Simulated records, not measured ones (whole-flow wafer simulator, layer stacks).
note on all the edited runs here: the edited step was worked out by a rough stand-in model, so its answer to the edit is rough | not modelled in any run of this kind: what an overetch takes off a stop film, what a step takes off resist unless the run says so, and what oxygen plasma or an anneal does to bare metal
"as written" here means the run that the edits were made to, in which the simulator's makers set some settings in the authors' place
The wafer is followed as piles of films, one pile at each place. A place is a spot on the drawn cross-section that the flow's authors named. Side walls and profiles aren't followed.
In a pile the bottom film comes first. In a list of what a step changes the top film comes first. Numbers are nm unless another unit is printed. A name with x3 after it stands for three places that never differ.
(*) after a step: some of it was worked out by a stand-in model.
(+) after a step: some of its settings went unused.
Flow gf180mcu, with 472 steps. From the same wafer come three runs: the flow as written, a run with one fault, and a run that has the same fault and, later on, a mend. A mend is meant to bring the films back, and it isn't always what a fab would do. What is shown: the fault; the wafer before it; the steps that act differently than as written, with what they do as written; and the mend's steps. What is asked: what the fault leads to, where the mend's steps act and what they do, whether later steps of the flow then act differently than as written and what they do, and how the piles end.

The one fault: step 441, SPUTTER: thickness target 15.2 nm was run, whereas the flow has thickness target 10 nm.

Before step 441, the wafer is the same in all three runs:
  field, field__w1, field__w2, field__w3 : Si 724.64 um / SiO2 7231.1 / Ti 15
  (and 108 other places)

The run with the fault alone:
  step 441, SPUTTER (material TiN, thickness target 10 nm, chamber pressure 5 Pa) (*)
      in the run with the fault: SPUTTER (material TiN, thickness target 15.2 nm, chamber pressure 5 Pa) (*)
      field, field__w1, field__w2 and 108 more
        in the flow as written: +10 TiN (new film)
        in the run with the fault: +15.2 TiN (new film)
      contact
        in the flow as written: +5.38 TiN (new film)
        in the run with the fault: +8.16 TiN (new film)
  Steps further on in the flow that do not act as written (not shown: 1 more step that differs only slightly, by at most 2% or 0.5 nm, whichever is larger):
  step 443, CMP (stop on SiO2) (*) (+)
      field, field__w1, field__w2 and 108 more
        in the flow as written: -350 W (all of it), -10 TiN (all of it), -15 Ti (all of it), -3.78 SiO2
        in the run with the fault: -350 W (all of it), -15.2 TiN (all of it), -15 Ti (all of it), -3.84 SiO2
  By the end, the piles at contact depart from the flow's by more than 2% or 0.5 nm, whichever is larger.
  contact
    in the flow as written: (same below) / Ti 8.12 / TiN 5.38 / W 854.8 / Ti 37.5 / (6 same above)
    in the run with the fault: (same below) / Ti 8.12 / TiN 8.16 / W 852 / Ti 37.5 / (6 same above)

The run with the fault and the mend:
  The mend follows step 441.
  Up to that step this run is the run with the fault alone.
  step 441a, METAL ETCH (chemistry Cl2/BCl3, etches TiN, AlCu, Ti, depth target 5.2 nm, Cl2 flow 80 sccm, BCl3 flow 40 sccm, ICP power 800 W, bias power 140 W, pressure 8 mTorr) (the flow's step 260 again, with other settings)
      field, field__w1, field__w2 and 109 more
        -5.2 TiN
  Every later step of the flow that is run acts as written, at every place that is followed, to within 2% or 0.5 nm, whichever is larger.
  By the end, the piles at contact depart from the flow's by more than 2% or 0.5 nm, whichever is larger.
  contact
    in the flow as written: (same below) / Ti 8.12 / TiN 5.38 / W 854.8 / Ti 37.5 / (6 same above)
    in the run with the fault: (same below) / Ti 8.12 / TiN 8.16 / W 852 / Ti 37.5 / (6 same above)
    in the run with the mend: (same below) / Ti 8.12 / TiN 2.96 / W 857.2 / Ti 37.5 / (6 same above)
